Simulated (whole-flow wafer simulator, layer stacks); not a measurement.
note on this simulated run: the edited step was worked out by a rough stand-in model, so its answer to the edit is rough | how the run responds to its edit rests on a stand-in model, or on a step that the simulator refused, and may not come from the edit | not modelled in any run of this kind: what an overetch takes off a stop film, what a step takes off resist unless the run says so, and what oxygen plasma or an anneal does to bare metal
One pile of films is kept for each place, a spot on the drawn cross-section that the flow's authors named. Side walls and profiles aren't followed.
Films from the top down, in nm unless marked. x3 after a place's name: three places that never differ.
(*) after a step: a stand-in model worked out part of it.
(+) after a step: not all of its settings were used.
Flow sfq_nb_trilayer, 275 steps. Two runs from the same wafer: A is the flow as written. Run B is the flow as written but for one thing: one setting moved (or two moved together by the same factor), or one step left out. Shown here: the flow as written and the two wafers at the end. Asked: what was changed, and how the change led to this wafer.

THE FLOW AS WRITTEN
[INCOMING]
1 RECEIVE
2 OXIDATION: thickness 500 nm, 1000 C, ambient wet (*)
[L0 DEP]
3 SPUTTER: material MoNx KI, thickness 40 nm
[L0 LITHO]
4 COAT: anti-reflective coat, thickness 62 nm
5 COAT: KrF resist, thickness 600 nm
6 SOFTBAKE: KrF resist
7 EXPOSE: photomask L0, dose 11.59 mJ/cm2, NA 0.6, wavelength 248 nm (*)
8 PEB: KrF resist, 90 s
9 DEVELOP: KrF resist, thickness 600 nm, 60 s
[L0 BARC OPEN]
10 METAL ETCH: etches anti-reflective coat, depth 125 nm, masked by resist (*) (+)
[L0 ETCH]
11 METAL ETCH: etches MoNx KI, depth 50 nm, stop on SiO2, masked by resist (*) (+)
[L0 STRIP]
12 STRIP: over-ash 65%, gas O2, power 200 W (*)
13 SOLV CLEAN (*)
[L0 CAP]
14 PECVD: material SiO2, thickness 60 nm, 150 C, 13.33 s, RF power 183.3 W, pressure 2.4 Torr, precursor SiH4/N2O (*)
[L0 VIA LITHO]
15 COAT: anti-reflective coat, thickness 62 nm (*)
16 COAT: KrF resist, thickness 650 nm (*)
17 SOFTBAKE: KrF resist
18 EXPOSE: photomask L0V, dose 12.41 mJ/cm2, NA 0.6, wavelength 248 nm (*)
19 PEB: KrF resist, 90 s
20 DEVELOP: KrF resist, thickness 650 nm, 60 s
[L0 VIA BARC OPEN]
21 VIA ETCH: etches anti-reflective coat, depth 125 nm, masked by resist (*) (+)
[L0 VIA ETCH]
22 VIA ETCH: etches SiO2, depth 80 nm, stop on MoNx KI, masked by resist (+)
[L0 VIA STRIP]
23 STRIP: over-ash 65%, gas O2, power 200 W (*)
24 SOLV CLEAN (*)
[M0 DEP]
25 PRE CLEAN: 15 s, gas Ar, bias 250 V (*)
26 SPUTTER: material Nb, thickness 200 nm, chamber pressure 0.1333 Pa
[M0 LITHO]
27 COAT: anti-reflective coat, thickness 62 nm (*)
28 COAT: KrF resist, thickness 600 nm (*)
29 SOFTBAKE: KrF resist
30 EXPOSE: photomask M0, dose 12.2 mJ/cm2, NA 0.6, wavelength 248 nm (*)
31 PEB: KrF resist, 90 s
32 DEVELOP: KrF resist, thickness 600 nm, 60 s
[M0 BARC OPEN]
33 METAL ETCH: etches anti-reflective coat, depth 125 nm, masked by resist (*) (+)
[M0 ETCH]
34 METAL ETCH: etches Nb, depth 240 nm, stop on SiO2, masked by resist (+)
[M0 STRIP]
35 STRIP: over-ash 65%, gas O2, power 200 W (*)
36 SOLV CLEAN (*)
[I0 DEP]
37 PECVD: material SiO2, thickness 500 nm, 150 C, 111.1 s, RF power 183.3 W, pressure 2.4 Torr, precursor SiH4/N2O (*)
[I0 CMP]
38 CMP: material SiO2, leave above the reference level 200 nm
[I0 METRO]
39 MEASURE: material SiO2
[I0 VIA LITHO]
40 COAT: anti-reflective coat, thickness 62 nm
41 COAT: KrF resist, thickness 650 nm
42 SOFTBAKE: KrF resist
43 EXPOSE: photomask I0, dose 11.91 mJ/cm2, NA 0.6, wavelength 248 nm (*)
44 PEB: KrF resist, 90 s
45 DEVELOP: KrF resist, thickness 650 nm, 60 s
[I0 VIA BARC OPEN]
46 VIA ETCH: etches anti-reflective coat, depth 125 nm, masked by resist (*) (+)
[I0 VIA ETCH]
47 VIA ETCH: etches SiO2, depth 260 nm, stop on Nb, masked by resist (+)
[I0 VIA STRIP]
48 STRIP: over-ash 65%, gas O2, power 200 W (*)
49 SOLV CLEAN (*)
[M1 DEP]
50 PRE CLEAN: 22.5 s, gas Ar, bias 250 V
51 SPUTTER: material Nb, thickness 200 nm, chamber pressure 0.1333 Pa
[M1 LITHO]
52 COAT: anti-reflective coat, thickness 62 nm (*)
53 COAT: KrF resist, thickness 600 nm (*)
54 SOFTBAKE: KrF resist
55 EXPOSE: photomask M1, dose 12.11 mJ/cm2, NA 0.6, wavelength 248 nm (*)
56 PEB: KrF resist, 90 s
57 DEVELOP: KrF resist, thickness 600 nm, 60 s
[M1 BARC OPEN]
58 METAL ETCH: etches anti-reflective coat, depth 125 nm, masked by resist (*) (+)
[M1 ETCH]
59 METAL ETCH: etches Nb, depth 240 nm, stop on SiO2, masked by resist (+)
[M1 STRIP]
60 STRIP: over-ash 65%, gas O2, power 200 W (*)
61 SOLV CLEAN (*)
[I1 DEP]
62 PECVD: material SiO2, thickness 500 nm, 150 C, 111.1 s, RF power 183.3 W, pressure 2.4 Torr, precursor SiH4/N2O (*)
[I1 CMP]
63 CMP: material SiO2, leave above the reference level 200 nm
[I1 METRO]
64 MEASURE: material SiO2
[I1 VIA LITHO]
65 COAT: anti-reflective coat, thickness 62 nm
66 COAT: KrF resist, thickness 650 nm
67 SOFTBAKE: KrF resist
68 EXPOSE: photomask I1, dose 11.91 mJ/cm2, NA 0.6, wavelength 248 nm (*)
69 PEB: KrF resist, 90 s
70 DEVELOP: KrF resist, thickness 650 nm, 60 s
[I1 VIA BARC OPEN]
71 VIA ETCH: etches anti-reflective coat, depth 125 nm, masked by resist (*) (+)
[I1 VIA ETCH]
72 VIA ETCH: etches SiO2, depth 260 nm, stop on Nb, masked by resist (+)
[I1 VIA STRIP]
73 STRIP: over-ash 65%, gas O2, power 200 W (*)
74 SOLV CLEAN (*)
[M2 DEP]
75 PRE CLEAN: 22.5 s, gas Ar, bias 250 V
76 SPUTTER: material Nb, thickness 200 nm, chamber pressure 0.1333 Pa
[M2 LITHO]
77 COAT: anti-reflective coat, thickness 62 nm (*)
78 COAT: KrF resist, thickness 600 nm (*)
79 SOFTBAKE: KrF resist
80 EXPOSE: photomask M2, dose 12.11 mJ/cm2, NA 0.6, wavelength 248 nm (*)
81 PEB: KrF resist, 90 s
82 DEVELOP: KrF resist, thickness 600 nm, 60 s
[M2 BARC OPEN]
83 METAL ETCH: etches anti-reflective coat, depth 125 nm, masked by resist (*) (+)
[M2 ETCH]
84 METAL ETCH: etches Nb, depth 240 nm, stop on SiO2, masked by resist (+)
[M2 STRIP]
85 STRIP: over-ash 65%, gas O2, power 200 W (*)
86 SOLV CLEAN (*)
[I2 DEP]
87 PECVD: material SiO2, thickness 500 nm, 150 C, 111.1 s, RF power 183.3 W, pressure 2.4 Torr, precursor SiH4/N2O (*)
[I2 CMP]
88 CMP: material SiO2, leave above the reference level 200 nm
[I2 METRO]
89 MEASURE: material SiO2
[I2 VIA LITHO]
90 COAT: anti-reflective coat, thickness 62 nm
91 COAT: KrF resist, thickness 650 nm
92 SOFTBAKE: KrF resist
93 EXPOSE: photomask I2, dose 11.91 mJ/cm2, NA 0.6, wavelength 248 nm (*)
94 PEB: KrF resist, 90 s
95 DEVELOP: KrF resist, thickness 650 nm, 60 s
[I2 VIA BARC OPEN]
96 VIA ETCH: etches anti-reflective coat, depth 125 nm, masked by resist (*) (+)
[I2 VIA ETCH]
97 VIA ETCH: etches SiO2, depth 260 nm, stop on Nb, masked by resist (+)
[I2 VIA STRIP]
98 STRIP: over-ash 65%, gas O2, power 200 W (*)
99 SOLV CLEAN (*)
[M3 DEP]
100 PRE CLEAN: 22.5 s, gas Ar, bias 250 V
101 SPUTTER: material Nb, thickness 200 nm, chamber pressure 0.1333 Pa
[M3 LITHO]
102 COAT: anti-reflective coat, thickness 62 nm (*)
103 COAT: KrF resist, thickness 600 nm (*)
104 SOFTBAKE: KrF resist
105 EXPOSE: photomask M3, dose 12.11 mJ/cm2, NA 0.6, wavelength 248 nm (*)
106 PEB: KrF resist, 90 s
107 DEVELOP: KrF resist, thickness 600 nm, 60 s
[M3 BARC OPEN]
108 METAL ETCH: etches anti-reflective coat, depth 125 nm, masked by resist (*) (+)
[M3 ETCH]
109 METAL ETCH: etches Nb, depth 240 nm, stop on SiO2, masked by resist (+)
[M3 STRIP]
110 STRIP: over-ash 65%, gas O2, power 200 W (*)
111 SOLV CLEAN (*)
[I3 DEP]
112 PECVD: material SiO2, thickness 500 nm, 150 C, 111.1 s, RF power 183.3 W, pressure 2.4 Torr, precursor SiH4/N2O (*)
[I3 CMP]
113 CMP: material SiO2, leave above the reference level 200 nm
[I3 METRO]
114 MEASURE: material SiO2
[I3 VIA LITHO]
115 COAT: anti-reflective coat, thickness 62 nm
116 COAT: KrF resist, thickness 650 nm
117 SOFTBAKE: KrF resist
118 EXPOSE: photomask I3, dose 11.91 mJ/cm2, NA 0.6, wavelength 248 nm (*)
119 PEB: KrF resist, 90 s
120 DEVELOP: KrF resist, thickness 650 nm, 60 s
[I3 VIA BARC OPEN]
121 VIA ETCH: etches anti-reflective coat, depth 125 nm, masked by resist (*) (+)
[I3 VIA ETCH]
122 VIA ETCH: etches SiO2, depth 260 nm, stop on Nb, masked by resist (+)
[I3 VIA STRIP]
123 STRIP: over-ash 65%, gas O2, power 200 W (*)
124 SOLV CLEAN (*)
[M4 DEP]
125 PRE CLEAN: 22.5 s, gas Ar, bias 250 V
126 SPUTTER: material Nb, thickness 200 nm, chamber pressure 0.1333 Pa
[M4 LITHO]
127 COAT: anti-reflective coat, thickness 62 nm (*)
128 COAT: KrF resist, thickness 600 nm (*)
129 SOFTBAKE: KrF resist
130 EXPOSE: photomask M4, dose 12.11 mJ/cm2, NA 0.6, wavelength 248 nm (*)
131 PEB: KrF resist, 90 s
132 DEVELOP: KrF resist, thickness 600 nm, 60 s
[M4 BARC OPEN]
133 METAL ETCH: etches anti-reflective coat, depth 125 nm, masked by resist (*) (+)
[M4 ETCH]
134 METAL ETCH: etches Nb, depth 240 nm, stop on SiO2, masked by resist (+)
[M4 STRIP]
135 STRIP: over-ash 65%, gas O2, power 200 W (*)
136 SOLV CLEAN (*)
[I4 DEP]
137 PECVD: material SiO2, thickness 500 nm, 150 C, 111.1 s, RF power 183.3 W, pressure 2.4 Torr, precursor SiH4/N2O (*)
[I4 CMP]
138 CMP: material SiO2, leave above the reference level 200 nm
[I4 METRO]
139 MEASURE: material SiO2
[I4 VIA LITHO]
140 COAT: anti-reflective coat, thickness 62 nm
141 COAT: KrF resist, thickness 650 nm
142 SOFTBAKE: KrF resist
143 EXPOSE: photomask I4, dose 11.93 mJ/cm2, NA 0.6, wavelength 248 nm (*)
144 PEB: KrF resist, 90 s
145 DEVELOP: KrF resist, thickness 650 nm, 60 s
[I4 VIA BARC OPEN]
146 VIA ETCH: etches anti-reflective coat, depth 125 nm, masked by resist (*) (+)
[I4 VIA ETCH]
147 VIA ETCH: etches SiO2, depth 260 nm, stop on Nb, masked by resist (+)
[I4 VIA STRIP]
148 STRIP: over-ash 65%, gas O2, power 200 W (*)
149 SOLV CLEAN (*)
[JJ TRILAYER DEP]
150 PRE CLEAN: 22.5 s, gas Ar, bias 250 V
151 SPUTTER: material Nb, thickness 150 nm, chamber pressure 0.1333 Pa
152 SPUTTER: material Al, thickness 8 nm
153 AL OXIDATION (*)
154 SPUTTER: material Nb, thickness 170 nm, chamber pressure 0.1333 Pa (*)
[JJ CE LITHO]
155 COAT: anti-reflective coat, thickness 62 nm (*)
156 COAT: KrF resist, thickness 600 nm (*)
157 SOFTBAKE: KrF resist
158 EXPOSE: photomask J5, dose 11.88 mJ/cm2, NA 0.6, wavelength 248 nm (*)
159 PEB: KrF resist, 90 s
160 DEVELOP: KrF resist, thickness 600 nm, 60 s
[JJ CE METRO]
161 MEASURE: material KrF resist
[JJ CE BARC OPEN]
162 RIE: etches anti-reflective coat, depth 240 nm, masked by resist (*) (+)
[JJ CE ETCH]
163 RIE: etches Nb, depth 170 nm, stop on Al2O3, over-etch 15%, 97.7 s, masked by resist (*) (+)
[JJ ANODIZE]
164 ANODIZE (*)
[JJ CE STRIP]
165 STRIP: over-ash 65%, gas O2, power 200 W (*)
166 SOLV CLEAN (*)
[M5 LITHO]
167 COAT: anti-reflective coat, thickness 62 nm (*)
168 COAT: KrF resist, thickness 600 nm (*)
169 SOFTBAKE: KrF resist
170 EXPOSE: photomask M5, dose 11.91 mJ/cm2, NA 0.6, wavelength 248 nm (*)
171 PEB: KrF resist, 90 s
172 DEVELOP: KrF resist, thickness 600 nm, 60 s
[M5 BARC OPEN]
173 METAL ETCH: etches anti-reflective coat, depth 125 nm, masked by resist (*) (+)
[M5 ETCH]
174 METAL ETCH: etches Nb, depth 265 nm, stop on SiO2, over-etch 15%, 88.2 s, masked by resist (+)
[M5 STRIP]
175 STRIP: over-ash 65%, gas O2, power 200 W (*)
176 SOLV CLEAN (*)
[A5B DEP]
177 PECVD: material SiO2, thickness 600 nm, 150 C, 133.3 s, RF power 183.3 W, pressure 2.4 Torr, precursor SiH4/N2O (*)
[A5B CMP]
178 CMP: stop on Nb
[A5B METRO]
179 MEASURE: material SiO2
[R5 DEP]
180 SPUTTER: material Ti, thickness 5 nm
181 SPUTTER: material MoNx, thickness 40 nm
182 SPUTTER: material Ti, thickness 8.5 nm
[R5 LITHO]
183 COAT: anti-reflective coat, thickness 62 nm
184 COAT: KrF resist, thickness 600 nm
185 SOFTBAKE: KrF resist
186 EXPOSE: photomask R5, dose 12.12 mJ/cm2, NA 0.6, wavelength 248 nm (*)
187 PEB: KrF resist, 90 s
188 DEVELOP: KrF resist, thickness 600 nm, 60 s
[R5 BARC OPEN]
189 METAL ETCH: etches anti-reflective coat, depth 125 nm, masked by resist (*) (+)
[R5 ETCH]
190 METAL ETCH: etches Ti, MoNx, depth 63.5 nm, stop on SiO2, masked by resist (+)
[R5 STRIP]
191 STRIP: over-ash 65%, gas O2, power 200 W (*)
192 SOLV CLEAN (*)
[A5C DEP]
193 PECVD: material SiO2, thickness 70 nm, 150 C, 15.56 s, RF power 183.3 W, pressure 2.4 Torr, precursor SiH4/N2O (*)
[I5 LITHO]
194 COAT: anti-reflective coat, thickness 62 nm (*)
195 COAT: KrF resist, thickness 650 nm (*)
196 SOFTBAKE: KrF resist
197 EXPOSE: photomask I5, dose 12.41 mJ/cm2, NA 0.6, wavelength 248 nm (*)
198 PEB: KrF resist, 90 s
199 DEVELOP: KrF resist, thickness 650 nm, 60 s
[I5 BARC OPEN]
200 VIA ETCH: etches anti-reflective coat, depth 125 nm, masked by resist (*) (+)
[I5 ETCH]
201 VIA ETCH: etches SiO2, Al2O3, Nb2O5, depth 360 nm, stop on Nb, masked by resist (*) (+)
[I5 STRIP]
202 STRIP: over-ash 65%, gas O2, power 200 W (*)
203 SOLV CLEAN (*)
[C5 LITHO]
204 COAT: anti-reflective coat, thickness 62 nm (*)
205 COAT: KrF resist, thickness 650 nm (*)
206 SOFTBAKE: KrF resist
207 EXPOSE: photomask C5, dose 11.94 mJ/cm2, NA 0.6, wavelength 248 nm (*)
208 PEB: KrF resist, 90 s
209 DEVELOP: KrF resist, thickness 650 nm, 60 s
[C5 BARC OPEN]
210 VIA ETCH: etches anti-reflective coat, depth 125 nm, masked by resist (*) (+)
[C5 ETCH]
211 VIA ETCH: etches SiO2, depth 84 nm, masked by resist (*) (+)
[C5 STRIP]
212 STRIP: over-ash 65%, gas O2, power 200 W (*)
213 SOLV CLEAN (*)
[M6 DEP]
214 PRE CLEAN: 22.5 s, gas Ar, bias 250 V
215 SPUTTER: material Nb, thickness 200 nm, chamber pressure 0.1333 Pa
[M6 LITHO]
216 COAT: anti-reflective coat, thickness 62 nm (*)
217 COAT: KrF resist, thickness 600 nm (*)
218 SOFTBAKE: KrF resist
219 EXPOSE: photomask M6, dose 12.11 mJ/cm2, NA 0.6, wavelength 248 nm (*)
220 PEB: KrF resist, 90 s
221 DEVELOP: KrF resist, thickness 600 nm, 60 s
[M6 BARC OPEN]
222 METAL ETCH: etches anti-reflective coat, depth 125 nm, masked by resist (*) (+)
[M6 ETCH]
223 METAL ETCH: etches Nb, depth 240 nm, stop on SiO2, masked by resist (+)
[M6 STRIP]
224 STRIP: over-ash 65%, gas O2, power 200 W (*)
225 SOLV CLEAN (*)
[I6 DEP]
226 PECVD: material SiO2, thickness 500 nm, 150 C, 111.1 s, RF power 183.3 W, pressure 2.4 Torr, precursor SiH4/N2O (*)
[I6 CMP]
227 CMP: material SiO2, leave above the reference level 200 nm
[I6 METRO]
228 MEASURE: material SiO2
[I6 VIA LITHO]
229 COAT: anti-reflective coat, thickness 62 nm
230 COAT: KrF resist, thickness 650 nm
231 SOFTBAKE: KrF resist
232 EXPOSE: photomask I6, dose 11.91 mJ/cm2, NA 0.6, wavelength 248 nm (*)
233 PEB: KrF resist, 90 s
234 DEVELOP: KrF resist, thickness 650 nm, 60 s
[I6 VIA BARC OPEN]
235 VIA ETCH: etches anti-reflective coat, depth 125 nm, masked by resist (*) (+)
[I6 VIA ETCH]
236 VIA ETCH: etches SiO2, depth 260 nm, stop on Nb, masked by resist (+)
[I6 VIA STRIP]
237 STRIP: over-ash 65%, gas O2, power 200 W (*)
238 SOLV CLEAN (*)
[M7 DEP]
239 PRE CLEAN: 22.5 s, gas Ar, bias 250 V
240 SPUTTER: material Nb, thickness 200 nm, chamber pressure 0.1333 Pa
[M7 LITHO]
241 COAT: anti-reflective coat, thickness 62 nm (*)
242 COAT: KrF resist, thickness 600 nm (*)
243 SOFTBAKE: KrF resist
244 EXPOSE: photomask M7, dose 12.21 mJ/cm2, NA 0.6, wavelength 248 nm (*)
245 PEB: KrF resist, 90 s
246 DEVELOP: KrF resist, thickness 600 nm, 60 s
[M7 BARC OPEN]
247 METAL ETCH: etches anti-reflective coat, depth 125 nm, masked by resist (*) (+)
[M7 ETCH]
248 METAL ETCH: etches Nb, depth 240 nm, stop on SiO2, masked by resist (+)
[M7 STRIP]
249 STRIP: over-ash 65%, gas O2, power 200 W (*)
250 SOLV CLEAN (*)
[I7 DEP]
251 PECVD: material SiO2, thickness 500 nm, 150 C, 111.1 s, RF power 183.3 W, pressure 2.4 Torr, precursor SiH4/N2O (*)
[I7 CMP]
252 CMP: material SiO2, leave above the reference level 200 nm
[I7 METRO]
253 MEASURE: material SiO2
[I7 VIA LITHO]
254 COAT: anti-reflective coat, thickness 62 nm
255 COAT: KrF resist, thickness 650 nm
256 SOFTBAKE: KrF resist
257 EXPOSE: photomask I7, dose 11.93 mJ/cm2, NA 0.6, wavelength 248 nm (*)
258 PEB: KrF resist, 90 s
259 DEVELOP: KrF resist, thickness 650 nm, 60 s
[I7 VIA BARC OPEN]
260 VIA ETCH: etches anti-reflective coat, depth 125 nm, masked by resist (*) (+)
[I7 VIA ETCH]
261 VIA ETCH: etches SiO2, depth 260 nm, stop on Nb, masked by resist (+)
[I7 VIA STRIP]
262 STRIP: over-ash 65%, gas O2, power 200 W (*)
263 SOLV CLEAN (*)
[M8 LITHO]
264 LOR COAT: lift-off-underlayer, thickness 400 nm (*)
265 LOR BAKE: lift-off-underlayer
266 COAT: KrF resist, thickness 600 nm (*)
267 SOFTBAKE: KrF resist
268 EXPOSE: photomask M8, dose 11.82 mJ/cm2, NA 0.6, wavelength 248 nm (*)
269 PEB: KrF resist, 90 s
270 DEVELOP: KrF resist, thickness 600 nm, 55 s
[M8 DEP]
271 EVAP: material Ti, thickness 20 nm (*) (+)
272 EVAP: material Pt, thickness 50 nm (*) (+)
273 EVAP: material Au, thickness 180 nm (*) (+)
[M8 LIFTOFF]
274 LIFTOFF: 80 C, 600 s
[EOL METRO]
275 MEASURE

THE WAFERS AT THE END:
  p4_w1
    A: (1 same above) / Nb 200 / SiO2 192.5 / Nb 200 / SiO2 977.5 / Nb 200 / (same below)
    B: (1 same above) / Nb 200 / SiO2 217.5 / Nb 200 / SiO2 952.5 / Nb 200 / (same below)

The cause: step 87, PECVD: thickness 375 nm was run, where the flow has thickness 500 nm; step 87, PECVD: 83.33 s was run, where the flow has 111.1 s.

How the change led to this, step by step:
  87 PECVD: material SiO2, thickness 500 nm, 150 C, 111.1 s, RF power 183.3 W, pressure 2.4 Torr, precursor SiH4/N2O (*)
      field_l, be, be_sur and 81 more: A SiO2 +500 | B SiO2 +375
      v_sur, via_wl, via_w and 18 more: A SiO2 +500 (new film) | B SiO2 +375 (new film)
      (and at 1 more place)
  88 CMP: material SiO2, leave above the reference level 200 nm
      field_l, be, be_sur and 81 more: A SiO2 -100 | B nothing
      v_sur, via_wl, via_w and 18 more: A SiO2 -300 | B SiO2 -175
      (and at 1 more place)
  90 COAT: anti-reflective coat, thickness 62 nm
      m0r_space_l, m0r_space_r, m6r_space_l, m6r_space_r, m7r_space_l, m7r_space_r: A anti-reflective coat +62 (new film) | B anti-reflective coat +65.5 (new film)
      via_wl, via_wr, via_sp: A anti-reflective coat +62 (new film) | B anti-reflective coat +60.1 (new film)
      (and at 33 more places)
  96 VIA ETCH: etches anti-reflective coat, depth 125 nm, masked by resist (*) (+)
      field_l, v_sur, via_wl and 102 more: A KrF resist -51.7 | B KrF resist -50
      via_w: A anti-reflective coat -62 (all of it), SiO2 -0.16 | B anti-reflective coat -60 (all of it), SiO2 -0.15
  98 STRIP: over-ash 65%, gas O2, power 200 W (*)
      m0r_space_l, m0r_space_r, m6r_space_l, m6r_space_r, m7r_space_l, m7r_space_r: A KrF resist -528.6 (all of it), anti-reflective coat -62 (all of it) | B KrF resist -532.9 (all of it), anti-reflective coat -65.5 (all of it)
      m5r_space_l, m5r_space_r: A KrF resist -528.6 (all of it), anti-reflective coat -62 (all of it) | B KrF resist -532.8 (all of it), anti-reflective coat -64 (all of it)
      (and at 33 more places)
  102 COAT: anti-reflective coat, thickness 62 nm (*)
      wl_f_m6, wl_f_sr, wl_g_sl: A anti-reflective coat +62 (new film) | B anti-reflective coat +63.4 (new film)
      m0r_space_l, m6r_space_l, m7r_space_l: A anti-reflective coat +62 (new film) | B anti-reflective coat +65 (new film)
      (and at 32 more places)
  108 METAL ETCH: etches anti-reflective coat, depth 125 nm, masked by resist (*) (+)
      wl_f_m6, wl_f_sr, wl_g_sl: A anti-reflective coat -62 (all of it) | B anti-reflective coat -63.4 (all of it)
      m0r_space_l, m6r_space_l, m7r_space_l: A anti-reflective coat -62 (all of it) | B anti-reflective coat -65 (all of it)
      (and at 24 more places)
  110 STRIP: over-ash 65%, gas O2, power 200 W (*)
      v_sur: A KrF resist -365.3 (all of it), anti-reflective coat -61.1 (all of it) | B KrF resist -356.7 (all of it), anti-reflective coat -55.4 (all of it)
      via_wl: A KrF resist -384.2 (all of it), anti-reflective coat -34.2 (all of it) | B KrF resist -372 (all of it), anti-reflective coat -33.9 (all of it)
      (and at 8 more places)
  113 CMP: material SiO2, leave above the reference level 200 nm
      field_l, be, be_sur and 64 more: A SiO2 -100 | B SiO2 -75
      p4_w1, p4_w2, p4_w3 and 6 more: A SiO2 -300 | B SiO2 -275
      (and at 8 more places)
